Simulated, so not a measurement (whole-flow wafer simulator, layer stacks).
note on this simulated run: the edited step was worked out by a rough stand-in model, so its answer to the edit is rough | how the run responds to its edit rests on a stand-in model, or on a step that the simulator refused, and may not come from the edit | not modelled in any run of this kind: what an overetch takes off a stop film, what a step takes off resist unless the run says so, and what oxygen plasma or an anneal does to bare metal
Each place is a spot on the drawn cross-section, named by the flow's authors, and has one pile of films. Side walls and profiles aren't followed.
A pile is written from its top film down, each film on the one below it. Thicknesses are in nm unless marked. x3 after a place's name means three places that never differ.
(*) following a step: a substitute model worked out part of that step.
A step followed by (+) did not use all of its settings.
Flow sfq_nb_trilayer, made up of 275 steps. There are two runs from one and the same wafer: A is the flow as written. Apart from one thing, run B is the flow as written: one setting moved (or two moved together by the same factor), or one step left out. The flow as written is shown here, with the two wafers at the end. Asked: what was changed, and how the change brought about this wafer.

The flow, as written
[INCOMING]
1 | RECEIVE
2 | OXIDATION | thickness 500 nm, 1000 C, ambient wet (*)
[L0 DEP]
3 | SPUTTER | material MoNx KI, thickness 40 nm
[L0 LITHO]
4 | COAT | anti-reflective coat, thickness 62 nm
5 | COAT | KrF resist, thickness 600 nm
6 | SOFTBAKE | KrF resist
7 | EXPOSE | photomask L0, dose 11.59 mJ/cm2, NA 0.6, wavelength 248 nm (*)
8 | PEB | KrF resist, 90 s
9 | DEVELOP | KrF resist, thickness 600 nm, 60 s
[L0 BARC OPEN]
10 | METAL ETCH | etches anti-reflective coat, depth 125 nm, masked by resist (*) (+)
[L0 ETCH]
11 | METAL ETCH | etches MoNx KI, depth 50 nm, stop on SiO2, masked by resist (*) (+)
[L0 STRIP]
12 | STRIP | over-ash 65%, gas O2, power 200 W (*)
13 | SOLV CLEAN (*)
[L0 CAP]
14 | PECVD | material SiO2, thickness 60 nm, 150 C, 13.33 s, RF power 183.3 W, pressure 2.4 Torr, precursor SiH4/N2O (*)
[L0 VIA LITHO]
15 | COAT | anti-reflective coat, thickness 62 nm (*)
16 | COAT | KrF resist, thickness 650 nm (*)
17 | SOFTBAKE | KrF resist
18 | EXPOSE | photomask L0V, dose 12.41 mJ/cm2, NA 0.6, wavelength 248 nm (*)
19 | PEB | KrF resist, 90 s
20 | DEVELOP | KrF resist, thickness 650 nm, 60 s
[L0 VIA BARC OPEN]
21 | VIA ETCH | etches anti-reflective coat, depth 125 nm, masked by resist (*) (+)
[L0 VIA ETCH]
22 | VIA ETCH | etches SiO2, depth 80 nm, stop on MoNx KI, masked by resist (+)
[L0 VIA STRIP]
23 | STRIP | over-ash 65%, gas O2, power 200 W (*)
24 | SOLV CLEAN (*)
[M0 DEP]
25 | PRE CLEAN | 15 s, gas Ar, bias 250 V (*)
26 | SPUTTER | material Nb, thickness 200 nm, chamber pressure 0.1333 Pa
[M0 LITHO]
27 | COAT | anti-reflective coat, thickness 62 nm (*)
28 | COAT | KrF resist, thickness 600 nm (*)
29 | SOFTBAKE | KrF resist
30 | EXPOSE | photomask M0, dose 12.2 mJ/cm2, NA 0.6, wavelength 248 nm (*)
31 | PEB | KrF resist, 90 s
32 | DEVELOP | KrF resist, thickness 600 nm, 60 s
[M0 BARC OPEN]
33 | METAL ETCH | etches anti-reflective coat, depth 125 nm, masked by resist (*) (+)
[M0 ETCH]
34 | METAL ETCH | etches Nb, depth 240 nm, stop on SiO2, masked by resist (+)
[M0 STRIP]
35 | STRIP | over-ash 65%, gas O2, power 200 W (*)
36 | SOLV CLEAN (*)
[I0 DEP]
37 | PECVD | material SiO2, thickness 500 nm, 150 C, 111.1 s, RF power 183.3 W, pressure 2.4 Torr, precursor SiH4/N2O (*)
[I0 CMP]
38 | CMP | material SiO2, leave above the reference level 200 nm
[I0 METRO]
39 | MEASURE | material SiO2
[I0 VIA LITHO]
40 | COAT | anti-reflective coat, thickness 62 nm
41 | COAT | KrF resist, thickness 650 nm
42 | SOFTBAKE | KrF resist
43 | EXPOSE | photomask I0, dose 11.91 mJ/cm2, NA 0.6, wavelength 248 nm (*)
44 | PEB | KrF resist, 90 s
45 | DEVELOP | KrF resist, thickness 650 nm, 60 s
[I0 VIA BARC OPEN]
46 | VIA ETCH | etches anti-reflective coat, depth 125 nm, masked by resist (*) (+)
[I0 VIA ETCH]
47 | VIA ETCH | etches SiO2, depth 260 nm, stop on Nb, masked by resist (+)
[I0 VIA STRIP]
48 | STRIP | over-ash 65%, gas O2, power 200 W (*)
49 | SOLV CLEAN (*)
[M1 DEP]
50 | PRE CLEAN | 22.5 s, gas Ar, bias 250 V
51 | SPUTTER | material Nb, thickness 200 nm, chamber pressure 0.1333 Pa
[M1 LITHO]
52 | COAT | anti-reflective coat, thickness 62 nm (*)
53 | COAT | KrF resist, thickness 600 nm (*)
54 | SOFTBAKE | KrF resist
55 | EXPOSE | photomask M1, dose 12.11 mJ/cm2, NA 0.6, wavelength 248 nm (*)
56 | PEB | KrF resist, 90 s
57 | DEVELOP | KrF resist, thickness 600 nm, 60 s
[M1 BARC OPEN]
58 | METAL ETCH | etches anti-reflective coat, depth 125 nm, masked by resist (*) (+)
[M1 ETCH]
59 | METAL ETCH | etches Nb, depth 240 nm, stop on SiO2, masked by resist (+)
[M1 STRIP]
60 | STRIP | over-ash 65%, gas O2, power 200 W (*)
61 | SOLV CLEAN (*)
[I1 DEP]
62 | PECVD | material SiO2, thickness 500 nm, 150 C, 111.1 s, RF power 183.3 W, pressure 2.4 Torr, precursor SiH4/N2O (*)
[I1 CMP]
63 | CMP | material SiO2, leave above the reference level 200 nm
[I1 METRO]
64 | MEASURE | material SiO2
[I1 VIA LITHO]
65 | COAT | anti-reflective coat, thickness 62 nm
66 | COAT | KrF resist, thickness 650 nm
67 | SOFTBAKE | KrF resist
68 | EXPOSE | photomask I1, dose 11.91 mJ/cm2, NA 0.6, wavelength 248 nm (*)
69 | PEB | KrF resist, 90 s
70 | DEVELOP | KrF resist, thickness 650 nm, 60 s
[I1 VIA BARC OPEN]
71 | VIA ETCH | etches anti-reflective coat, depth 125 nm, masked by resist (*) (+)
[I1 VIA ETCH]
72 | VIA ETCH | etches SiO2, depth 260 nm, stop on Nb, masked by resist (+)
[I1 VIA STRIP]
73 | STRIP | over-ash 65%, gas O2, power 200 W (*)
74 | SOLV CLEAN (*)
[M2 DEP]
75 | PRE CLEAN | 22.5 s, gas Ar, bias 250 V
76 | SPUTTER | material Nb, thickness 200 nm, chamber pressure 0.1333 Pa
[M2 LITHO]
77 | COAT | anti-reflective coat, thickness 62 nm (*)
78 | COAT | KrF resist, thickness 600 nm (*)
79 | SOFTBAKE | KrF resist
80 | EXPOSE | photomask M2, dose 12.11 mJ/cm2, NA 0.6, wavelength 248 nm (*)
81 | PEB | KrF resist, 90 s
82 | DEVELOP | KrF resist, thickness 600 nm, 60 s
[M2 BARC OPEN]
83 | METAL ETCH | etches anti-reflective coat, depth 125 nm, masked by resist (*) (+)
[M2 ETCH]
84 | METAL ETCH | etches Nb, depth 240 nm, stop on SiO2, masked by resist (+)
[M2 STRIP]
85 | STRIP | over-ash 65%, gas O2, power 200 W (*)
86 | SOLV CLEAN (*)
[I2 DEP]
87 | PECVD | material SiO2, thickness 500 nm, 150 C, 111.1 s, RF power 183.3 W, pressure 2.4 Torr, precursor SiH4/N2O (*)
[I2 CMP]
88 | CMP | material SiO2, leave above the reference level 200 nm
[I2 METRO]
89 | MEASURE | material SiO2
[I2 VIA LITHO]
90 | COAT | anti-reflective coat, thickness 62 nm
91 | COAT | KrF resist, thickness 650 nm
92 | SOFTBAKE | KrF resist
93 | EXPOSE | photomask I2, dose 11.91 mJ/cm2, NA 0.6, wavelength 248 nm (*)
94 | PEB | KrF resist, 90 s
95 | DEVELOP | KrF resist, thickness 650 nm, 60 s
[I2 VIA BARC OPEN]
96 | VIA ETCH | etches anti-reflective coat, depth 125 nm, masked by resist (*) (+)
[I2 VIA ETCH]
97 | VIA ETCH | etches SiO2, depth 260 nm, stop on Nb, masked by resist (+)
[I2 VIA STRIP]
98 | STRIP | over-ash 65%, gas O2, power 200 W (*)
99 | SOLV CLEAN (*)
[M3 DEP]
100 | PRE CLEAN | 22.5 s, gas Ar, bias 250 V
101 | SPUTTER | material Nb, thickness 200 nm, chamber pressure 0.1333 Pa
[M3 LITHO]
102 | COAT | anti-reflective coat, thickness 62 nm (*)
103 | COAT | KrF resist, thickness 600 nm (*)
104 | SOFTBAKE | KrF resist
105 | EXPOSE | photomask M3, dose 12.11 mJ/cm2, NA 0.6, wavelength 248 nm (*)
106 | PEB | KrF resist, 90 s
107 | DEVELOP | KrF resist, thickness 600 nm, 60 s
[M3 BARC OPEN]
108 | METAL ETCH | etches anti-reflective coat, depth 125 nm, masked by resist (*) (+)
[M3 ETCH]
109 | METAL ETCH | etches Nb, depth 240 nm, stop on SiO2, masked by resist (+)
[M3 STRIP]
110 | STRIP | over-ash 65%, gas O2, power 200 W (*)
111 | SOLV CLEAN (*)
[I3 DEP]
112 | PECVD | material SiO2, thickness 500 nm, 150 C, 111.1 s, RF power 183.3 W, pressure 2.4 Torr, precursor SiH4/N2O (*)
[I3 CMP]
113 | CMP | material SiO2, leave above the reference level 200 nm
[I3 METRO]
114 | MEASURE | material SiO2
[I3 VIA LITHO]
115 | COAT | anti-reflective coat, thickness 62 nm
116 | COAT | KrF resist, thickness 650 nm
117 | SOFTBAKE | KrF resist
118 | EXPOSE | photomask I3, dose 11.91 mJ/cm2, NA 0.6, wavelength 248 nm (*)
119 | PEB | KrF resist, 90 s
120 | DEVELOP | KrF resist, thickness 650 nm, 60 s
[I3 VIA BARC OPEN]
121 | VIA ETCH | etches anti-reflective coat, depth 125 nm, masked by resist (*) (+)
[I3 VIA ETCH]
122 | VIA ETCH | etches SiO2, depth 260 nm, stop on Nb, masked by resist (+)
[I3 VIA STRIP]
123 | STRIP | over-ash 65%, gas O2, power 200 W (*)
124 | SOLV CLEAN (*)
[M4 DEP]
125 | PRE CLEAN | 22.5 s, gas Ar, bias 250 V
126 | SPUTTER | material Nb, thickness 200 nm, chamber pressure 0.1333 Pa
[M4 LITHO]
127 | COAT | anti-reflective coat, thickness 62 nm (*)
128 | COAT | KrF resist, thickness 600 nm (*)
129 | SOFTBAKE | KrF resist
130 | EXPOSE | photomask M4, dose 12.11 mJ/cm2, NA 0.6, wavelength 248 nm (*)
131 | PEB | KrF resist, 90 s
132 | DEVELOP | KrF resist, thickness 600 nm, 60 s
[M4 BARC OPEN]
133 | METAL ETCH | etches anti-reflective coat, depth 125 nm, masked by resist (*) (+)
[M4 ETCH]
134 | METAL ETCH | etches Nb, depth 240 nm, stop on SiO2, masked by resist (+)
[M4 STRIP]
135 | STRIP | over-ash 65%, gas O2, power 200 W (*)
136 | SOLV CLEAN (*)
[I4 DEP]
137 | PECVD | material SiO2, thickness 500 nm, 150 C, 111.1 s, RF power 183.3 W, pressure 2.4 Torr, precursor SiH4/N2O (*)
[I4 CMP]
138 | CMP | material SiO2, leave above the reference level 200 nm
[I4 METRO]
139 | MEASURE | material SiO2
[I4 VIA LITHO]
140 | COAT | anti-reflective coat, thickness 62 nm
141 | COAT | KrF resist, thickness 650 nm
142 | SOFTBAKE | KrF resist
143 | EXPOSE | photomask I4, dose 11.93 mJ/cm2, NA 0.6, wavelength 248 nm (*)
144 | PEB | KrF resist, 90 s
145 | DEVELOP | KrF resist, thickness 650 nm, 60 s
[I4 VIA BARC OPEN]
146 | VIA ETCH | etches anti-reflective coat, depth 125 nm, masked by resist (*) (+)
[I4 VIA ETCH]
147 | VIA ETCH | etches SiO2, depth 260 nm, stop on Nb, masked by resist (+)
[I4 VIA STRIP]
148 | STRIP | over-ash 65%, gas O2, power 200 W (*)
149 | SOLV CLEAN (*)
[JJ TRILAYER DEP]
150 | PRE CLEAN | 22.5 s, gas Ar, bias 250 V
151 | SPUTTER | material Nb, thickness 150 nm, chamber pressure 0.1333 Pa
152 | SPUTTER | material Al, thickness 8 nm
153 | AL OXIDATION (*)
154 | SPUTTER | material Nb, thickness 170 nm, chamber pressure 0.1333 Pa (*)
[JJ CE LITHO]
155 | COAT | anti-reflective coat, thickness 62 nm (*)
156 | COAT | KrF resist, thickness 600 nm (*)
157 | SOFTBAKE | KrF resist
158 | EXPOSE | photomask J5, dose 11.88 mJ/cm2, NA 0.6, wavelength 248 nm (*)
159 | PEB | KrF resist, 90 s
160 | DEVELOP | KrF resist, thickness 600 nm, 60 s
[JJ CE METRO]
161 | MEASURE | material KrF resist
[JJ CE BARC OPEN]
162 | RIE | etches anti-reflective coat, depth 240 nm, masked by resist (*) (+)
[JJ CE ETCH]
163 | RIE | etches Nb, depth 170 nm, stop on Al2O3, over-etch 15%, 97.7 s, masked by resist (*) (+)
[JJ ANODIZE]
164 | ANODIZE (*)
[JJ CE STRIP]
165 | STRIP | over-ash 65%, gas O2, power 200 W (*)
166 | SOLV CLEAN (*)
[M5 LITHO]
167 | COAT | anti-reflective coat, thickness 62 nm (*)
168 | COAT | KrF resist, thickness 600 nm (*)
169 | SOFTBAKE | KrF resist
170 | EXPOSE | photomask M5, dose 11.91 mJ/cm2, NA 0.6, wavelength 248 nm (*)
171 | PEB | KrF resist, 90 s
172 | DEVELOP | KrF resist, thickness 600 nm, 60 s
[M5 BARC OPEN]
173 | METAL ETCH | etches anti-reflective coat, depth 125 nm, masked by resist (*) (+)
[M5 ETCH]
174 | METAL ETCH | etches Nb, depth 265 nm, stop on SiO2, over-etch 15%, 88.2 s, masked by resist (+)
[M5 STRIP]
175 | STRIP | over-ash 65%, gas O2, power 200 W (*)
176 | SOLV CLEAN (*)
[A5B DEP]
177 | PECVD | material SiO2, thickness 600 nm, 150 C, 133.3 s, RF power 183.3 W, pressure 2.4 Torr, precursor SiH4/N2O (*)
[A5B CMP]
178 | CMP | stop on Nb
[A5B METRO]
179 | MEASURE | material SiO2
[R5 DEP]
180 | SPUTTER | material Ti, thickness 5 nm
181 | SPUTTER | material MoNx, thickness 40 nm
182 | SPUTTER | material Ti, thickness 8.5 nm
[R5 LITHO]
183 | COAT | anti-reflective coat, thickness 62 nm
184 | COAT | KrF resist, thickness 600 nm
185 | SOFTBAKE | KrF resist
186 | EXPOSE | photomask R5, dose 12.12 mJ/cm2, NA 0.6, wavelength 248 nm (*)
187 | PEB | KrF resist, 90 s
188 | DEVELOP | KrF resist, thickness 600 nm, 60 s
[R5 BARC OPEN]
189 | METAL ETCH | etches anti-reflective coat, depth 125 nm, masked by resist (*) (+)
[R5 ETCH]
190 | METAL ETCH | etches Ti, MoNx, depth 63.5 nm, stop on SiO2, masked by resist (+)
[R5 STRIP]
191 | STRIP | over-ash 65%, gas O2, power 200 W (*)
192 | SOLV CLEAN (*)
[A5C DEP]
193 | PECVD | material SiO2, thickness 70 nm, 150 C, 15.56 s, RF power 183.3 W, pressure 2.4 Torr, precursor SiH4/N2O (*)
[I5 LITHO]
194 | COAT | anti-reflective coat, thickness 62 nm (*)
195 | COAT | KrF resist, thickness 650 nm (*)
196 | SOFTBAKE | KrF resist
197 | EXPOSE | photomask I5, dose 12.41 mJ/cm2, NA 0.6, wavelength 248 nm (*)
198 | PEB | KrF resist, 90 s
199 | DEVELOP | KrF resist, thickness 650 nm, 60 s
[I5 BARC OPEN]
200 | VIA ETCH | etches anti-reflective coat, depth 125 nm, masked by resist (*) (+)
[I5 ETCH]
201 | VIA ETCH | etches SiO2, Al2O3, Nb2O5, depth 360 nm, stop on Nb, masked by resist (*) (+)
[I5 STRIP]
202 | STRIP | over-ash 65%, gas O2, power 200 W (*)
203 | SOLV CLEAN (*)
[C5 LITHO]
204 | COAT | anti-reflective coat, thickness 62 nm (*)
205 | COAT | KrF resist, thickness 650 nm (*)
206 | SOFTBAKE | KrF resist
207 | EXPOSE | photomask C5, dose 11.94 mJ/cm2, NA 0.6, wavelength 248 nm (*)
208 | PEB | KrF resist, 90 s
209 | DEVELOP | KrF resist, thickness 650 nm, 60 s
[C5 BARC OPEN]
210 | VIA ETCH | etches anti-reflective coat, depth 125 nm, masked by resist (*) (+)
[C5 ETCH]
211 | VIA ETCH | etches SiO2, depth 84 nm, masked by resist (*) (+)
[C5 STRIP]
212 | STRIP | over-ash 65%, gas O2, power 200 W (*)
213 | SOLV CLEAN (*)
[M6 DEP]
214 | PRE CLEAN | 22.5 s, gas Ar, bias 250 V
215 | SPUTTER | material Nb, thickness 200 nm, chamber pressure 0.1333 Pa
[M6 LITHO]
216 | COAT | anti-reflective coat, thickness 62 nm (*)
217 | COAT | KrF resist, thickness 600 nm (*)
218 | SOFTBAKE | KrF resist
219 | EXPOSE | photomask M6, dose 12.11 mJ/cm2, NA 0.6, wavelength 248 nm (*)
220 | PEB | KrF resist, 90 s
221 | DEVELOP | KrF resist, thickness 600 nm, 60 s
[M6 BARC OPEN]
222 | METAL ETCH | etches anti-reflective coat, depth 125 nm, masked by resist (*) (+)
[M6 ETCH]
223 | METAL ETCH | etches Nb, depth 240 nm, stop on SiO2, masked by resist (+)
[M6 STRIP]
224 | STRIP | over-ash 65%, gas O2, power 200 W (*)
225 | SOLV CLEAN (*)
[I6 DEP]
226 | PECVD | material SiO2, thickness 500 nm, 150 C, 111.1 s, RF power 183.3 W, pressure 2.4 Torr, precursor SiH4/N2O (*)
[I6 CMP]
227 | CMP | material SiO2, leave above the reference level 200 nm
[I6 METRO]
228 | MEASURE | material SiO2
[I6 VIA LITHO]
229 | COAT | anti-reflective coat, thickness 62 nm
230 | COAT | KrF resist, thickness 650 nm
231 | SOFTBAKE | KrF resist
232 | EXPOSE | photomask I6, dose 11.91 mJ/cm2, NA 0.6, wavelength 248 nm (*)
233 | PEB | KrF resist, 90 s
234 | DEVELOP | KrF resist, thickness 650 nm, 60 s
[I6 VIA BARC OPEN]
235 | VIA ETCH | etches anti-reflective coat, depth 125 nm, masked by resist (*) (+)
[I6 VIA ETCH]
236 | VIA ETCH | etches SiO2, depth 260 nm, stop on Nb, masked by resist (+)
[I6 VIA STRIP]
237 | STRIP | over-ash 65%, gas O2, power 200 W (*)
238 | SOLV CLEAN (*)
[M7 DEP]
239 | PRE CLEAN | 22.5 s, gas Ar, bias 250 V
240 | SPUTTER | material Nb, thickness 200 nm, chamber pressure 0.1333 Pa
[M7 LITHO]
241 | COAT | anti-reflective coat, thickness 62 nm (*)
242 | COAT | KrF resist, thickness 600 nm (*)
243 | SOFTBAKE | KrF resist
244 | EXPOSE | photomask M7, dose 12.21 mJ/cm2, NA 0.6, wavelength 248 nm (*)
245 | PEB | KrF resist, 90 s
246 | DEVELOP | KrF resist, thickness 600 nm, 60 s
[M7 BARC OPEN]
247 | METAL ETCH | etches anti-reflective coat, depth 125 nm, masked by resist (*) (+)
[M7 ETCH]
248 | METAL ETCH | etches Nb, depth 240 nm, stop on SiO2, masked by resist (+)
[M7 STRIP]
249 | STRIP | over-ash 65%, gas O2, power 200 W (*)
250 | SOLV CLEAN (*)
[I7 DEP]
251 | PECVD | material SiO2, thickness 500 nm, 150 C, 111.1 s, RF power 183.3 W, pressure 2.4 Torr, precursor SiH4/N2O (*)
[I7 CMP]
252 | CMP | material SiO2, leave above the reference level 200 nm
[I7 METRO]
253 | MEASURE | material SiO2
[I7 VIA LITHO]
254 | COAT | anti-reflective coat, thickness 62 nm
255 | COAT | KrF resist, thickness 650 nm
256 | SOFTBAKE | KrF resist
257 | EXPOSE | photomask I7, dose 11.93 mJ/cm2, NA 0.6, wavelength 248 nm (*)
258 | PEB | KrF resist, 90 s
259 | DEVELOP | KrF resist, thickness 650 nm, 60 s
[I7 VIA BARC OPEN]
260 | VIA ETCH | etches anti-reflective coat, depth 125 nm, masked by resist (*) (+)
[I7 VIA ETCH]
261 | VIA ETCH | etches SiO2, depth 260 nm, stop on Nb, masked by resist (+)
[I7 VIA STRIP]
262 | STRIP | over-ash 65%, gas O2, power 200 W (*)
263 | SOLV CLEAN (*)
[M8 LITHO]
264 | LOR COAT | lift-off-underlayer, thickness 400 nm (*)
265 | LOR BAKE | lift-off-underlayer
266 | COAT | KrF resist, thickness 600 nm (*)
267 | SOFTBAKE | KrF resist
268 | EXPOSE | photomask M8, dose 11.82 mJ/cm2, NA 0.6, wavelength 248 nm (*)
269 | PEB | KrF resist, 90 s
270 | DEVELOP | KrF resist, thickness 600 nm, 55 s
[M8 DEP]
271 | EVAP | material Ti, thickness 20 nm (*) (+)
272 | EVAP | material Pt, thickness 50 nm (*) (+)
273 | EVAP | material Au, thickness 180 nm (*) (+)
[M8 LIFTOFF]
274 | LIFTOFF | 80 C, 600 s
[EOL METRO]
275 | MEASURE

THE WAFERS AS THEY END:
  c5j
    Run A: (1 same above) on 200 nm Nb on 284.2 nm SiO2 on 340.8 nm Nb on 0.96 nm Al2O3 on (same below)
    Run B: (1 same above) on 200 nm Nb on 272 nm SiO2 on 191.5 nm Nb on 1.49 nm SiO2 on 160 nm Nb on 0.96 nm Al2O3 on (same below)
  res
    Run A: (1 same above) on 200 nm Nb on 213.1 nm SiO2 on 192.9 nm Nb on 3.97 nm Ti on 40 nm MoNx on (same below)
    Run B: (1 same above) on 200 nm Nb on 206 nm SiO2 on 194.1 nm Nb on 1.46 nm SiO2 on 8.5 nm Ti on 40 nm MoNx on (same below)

What caused this: step 211, VIA ETCH: depth 60.9 nm was run, whereas the flow has depth 84 nm.

Step by step, how the change led to this:
  211 | VIA ETCH | etches SiO2, depth 84 nm, masked by resist (*) (+)
      c5j: A -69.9 SiO2 (all of it), -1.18 Nb | B -60.9 SiO2
      res: A -69.9 SiO2 (all of it) | B -60.9 SiO2
      (also at 104 further places)
  214 | PRE CLEAN | 22.5 s, gas Ar, bias 250 V
      c5j: A -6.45 Nb | B -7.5 SiO2
      res: A -4.53 Ti | B -7.5 SiO2
  215 | SPUTTER | material Nb, thickness 200 nm, chamber pressure 0.1333 Pa
      c5j: A +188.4 Nb | B +191.5 Nb (new film)
  216 | COAT | anti-reflective coat, thickness 62 nm (*)
      ce_l: A +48 anti-reflective coat (new film) | B +50.4 anti-reflective coat (new film)
      c5j: A +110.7 anti-reflective coat (new film) | B +104.3 anti-reflective coat (new film)
      (also at 2 further places)
  224 | STRIP | over-ash 65%, gas O2, power 200 W (*)
      ce_l: A -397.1 KrF resist (all of it), -48 anti-reflective coat (all of it) | B -395.6 KrF resist (all of it), -50.4 anti-reflective coat (all of it)
      c5j: A -418.3 KrF resist (all of it), -110.7 anti-reflective coat (all of it) | B -413.6 KrF resist (all of it), -104.3 anti-reflective coat (all of it)
      (also at 2 further places)
  226 | PECVD | material SiO2, thickness 500 nm, 150 C, 111.1 s, RF power 183.3 W, pressure 2.4 Torr, precursor SiH4/N2O (*)
      c5j: A +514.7 SiO2 (new film) | B +502.5 SiO2 (new film)
  227 | CMP | material SiO2, leave above the reference level 200 nm
      res: A -279.4 SiO2 | B -286.5 SiO2
Taking metal films that touch as one body, c5j has 5 bodies (between them, from the top down: SiO2 272; SiO2 1.49; Al2O3 0.96; SiO2 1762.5); the flow as written gives 4 bodies (between them, from the top down: SiO2 284.2; Al2O3 0.96; SiO2 1762.5).
Taking metal films that touch as one body, res has 4 bodies (between them, from the top down: SiO2 206; SiO2 1.46; SiO2 2090.9); the flow as written gives 3 bodies (between them, from the top down: SiO2 213.1; SiO2 2090.9).
